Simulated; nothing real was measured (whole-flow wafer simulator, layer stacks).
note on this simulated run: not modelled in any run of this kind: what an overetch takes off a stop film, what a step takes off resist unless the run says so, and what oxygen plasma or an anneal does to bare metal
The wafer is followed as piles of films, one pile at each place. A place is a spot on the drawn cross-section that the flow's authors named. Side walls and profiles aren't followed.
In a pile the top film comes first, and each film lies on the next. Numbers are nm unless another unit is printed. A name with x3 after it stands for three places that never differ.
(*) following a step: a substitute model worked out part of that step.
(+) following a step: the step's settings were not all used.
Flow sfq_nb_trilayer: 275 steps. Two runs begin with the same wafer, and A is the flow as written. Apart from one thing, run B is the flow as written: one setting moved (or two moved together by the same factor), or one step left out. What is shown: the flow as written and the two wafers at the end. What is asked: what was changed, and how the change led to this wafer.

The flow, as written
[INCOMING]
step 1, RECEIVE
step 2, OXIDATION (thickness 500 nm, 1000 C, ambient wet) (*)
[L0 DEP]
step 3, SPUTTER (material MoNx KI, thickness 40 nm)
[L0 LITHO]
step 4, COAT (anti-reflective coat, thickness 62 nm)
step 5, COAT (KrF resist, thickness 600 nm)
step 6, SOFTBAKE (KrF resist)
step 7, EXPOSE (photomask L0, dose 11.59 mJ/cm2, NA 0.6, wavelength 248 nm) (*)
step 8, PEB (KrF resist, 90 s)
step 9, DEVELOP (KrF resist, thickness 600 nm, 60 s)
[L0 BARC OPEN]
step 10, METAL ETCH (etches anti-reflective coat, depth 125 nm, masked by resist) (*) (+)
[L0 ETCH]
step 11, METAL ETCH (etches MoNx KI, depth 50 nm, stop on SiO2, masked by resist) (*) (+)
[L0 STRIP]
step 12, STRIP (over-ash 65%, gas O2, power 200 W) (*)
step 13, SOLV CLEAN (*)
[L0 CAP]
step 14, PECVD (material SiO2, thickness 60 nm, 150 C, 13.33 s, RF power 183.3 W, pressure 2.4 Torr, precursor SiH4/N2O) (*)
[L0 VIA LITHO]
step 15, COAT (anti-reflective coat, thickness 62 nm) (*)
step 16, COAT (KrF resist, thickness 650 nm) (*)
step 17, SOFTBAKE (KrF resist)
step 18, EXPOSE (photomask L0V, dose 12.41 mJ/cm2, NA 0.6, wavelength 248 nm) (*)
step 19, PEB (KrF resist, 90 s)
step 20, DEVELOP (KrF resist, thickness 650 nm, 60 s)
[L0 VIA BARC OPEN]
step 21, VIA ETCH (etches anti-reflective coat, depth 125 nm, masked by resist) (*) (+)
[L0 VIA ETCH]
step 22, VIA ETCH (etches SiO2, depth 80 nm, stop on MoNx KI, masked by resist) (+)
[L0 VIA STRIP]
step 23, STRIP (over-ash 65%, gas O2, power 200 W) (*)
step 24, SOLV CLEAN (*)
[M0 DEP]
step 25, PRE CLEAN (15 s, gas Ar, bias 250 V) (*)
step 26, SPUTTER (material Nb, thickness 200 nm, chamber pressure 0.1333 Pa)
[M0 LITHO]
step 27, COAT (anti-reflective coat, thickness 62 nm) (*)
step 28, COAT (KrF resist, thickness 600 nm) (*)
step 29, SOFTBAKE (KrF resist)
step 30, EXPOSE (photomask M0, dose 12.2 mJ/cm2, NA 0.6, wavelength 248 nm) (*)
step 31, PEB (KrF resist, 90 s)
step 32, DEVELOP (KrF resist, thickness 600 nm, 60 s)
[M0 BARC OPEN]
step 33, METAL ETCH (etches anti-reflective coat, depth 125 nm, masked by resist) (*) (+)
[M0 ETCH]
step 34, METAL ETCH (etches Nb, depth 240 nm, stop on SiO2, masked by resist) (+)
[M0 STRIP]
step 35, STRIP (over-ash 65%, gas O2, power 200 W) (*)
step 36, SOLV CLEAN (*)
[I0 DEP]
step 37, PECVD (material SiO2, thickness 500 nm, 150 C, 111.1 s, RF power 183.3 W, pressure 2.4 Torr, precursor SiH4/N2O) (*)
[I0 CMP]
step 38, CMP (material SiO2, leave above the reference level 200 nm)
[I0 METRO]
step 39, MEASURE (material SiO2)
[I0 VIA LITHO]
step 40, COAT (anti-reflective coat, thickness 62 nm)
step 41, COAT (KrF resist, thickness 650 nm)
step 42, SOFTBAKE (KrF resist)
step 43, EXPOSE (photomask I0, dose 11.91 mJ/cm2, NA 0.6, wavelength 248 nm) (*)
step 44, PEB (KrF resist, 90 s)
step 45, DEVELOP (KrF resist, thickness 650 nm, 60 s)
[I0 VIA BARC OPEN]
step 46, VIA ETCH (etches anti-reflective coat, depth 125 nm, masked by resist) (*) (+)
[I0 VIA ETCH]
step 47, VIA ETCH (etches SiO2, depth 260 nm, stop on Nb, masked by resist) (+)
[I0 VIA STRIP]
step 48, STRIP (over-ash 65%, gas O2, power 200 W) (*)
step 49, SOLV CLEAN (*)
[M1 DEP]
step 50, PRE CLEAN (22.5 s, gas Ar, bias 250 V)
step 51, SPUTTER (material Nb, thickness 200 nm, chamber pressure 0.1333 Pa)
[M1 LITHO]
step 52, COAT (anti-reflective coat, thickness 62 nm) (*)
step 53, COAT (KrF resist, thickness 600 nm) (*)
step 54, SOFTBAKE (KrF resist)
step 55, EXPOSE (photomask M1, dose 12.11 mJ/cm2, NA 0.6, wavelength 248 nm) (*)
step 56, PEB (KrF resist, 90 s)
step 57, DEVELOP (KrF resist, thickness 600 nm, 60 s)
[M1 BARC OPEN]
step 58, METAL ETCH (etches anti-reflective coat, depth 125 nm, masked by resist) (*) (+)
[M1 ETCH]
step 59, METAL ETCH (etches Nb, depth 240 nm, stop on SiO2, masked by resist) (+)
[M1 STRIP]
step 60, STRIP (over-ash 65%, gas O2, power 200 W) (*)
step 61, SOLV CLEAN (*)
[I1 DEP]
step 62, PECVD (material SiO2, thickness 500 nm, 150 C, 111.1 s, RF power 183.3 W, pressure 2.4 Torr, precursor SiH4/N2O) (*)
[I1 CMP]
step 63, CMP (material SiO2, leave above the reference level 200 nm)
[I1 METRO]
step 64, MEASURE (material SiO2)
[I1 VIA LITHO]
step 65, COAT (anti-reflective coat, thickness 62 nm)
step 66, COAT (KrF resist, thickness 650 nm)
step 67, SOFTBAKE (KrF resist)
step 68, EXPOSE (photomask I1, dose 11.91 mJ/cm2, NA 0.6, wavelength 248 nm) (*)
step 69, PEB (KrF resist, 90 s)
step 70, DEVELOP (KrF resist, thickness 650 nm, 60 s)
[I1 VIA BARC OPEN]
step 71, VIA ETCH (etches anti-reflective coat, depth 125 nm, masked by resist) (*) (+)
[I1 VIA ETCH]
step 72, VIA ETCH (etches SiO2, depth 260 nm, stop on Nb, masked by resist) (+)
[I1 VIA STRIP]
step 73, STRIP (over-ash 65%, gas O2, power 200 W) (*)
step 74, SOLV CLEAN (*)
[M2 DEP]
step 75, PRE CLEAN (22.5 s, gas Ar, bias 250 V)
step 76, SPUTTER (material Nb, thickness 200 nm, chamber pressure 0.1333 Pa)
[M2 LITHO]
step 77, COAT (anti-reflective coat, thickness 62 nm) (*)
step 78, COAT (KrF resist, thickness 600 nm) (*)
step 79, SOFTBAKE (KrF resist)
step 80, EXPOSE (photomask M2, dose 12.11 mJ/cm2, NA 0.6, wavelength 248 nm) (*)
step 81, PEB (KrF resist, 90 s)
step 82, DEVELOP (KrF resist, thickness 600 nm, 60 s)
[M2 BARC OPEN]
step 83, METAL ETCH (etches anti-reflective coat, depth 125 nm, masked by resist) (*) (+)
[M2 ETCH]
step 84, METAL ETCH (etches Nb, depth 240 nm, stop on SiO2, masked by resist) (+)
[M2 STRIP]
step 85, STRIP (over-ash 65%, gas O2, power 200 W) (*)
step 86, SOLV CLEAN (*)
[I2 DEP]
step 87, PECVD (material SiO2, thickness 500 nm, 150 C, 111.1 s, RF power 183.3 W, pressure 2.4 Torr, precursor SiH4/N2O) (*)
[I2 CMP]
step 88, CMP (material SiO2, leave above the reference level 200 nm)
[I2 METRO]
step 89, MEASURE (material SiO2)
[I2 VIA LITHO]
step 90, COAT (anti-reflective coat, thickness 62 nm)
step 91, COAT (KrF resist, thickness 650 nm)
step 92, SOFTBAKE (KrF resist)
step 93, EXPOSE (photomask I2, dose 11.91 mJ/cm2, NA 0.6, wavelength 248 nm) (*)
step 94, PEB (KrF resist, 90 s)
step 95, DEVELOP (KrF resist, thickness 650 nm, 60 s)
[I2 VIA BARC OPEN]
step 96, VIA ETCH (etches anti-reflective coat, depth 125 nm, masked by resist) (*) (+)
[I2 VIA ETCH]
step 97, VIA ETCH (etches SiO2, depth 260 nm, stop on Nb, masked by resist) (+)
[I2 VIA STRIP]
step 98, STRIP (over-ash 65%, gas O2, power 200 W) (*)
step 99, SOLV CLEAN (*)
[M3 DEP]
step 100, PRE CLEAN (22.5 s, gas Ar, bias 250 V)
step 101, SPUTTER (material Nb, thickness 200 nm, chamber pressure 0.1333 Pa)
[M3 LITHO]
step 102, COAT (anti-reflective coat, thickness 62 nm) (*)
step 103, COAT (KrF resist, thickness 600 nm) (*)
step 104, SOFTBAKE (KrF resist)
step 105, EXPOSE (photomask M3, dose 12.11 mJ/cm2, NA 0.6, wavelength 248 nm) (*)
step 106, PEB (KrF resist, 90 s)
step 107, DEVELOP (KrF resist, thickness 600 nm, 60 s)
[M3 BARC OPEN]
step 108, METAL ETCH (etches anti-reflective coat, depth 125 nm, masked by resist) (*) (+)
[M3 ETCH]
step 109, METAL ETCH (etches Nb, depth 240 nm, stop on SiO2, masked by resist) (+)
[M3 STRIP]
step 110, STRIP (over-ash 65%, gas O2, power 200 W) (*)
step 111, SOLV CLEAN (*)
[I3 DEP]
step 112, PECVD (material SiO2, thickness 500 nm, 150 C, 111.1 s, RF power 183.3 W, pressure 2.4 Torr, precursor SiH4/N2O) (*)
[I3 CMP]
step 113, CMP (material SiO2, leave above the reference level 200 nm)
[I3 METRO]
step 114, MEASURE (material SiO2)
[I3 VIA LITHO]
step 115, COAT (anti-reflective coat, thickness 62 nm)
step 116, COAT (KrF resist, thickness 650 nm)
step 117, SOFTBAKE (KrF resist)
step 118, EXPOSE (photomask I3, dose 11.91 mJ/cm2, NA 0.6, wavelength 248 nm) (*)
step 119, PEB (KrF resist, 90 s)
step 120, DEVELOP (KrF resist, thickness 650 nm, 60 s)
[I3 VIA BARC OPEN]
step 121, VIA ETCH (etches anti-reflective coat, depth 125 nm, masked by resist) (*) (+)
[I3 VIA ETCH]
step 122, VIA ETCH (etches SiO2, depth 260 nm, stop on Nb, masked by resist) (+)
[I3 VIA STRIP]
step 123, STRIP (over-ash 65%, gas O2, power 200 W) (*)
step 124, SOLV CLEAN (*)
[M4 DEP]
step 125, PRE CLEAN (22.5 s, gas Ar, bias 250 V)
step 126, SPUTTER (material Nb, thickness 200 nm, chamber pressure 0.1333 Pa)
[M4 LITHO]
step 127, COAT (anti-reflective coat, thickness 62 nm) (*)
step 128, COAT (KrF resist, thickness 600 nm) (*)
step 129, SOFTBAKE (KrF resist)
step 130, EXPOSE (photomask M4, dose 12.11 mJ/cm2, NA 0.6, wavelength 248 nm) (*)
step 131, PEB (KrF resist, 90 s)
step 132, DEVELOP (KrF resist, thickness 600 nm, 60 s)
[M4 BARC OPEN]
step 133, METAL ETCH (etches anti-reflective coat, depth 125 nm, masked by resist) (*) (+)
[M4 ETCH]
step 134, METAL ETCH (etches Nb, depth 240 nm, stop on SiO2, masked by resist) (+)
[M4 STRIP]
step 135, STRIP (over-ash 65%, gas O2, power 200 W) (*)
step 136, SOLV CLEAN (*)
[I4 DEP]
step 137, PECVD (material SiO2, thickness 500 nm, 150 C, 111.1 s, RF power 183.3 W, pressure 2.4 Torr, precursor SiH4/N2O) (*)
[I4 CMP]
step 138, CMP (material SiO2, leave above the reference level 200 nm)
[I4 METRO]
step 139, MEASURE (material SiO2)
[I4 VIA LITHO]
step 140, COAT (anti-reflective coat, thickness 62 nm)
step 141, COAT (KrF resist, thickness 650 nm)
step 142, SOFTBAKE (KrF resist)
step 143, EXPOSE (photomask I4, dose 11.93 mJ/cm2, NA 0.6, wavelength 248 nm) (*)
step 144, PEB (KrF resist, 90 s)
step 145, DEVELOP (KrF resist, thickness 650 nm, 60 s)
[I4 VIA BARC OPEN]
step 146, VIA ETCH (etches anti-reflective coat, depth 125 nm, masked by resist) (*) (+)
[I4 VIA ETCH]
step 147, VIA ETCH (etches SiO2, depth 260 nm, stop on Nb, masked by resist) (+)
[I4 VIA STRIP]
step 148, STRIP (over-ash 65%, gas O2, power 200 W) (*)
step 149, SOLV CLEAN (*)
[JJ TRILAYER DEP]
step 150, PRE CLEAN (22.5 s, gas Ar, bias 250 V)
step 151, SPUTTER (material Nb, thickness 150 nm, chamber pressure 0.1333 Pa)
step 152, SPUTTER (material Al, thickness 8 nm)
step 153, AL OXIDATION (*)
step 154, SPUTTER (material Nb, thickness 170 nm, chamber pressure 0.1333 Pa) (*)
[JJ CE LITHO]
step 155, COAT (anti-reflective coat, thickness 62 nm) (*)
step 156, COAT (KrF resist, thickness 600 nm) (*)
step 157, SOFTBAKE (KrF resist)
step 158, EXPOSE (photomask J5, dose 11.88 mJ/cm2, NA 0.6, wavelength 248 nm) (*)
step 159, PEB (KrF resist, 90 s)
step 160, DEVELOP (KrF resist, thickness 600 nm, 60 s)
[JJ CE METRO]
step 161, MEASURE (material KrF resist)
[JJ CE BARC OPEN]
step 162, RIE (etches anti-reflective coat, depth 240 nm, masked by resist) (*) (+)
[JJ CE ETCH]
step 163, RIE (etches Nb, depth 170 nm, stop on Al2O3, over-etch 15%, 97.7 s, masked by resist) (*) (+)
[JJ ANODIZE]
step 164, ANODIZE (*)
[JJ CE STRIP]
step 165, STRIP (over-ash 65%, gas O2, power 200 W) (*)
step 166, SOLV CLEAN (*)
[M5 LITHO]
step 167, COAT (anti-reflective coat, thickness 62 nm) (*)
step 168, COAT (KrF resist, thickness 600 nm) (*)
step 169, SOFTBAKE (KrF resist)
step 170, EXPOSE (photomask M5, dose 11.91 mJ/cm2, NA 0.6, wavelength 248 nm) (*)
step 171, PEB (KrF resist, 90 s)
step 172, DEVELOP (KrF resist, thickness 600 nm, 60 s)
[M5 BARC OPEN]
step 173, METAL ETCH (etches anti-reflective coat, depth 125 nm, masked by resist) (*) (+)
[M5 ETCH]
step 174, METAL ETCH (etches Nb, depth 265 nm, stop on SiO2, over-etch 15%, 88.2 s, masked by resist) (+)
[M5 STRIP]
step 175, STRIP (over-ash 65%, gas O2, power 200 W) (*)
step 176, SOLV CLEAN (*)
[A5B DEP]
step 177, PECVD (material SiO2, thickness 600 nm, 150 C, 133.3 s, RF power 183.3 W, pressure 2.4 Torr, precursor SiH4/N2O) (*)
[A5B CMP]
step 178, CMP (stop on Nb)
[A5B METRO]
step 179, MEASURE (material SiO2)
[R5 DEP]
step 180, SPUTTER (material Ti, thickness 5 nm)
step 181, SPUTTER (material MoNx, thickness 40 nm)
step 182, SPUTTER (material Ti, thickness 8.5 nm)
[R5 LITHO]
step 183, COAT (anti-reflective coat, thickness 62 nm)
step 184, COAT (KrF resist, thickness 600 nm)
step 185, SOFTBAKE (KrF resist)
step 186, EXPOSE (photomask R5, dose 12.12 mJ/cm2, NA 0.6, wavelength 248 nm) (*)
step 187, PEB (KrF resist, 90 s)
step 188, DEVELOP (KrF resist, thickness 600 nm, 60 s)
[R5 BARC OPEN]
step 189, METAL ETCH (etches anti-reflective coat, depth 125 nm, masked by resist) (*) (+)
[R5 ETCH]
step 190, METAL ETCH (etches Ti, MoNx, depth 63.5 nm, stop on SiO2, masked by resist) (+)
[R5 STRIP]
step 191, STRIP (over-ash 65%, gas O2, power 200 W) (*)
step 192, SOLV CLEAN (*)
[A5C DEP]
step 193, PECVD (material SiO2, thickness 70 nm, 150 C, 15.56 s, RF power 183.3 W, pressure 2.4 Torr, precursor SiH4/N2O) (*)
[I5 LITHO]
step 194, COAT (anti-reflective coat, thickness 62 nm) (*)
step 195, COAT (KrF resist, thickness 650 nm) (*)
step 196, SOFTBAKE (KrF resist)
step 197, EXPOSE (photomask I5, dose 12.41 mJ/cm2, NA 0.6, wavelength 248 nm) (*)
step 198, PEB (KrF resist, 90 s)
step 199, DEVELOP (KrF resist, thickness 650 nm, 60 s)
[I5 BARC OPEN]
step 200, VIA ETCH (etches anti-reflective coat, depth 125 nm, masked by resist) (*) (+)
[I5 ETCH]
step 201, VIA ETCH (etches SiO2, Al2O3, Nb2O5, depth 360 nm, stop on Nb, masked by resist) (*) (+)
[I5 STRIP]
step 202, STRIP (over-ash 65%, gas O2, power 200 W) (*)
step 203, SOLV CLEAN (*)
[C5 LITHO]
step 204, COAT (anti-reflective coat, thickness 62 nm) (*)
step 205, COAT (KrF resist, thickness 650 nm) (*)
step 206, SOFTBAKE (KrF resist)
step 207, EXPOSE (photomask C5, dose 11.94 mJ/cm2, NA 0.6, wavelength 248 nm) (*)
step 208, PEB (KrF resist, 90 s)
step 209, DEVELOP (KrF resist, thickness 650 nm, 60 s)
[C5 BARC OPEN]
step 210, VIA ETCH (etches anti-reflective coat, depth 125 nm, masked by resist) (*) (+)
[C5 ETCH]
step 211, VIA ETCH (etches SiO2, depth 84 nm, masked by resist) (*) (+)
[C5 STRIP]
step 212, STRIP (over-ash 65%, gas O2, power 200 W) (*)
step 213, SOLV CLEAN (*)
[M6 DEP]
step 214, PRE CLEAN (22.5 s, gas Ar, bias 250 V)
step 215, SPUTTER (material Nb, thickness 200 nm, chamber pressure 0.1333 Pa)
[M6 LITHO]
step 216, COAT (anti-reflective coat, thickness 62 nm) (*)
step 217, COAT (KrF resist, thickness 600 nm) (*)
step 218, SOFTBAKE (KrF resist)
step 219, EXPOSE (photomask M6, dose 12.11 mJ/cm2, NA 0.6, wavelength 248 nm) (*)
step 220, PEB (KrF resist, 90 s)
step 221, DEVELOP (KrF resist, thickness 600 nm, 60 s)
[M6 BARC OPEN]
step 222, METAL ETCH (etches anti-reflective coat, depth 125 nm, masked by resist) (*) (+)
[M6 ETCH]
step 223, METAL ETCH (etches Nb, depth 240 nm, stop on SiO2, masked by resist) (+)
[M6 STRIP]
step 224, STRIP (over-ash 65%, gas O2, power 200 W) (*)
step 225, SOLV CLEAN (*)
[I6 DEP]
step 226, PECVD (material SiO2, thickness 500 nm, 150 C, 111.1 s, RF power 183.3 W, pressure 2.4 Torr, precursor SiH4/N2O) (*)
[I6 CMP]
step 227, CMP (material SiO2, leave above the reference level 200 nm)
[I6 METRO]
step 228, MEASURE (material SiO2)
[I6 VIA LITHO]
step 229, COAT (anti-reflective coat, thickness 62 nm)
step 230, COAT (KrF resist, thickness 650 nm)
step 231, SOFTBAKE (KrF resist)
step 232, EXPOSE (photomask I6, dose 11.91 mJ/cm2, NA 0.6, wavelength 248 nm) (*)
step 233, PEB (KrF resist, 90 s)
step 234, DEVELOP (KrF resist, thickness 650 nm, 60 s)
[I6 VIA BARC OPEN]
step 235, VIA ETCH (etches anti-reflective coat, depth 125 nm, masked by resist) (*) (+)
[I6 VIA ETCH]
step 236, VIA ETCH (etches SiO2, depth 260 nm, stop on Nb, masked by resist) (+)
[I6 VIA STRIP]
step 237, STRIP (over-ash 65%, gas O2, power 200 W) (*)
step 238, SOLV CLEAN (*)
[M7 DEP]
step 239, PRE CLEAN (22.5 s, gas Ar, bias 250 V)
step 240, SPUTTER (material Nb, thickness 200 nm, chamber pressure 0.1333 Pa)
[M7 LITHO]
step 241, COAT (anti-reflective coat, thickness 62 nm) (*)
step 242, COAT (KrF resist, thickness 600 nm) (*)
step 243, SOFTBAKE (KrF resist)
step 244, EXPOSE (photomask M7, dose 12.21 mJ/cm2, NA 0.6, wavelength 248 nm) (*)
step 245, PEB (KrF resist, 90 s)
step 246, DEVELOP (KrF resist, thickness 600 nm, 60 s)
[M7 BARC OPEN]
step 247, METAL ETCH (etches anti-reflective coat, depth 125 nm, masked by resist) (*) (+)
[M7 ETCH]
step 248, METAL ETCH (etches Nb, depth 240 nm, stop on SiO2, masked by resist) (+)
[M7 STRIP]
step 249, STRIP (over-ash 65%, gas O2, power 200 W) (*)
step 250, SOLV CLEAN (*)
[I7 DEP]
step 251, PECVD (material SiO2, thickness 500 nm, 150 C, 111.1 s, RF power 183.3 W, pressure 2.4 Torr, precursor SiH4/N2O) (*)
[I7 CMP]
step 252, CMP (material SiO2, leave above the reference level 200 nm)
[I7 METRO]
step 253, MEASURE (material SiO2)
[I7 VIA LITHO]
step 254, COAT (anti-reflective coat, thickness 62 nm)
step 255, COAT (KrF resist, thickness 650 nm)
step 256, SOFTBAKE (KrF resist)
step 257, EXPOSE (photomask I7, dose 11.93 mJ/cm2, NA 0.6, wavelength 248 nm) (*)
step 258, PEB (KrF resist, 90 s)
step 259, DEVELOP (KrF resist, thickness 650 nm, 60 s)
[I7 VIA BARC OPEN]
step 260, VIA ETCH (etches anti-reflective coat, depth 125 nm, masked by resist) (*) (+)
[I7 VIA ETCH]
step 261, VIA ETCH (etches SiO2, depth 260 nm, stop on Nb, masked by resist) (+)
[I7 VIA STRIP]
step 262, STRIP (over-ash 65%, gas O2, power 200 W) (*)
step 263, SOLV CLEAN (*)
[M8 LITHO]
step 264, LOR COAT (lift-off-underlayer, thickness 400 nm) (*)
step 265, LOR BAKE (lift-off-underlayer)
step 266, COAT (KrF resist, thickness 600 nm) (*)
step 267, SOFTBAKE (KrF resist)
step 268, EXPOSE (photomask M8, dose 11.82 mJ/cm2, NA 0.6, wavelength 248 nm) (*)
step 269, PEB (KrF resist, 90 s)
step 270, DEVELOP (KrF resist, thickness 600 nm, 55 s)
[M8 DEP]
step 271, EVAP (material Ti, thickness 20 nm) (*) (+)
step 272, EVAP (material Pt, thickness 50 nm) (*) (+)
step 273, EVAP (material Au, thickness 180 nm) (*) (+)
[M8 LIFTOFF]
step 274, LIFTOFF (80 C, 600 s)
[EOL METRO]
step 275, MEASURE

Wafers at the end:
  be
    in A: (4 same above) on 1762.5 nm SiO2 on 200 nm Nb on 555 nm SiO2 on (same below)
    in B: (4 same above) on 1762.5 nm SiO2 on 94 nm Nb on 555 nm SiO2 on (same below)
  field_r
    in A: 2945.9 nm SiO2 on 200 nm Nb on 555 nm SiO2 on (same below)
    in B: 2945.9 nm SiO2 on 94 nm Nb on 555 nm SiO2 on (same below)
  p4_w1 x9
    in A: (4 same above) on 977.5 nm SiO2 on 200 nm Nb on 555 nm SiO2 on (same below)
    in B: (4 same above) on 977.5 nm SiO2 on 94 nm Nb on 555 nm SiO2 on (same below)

The reason: step 26, SPUTTER: thickness 94 nm was run, though the flow has thickness 200 nm.
The wafer itself shows it: be has Nb 94, and step 26 as written asks for 200 nm.

The path from the change to this, step by step:
  step 26, SPUTTER (material Nb, thickness 200 nm, chamber pressure 0.1333 Pa)
      field_l, via_wl, via_w and 100 more: A +200 Nb (new film) | B +94 Nb (new film)
      v_sur: A +200 Nb (new film) | B +90.7 Nb (new film)
      (also at 2 further places)
  step 27, COAT (anti-reflective coat, thickness 62 nm) (*)
      v_sur: A +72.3 anti-reflective coat (new film) | B +74 anti-reflective coat (new film)
  step 34, METAL ETCH (etches Nb, depth 240 nm, stop on SiO2, masked by resist) (+)
      field_l, v_sur, via_wl and 100 more: A -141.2 KrF resist | B -82.9 KrF resist
      moat, m0r_space_l, m0r_space_r: A -200 Nb (all of it) | B -94 Nb (all of it)
  step 35, STRIP (over-ash 65%, gas O2, power 200 W) (*)
      p4_fl x3, p4_w1 x9, p4_g1 x2 and 57 more: A -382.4 KrF resist (all of it), -62 anti-reflective coat (all of it) | B -440.6 KrF resist (all of it), -62 anti-reflective coat (all of it)
      c5j, ce_r, sp_r, be_r, r_sur, res: A -389 KrF resist (all of it), -63.6 anti-reflective coat (all of it) | B -447.2 KrF resist (all of it), -63.6 anti-reflective coat (all of it)
      (also at 26 further places)
  step 37, PECVD (material SiO2, thickness 500 nm, 150 C, 111.1 s, RF power 183.3 W, pressure 2.4 Torr, precursor SiH4/N2O) (*)
      moat, m0r_space_l, m0r_space_r: A +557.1 SiO2 | B +500 SiO2
  step 38, CMP (material SiO2, leave above the reference level 200 nm)
      moat, m0r_space_l, m0r_space_r: A -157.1 SiO2 | B -206 SiO2
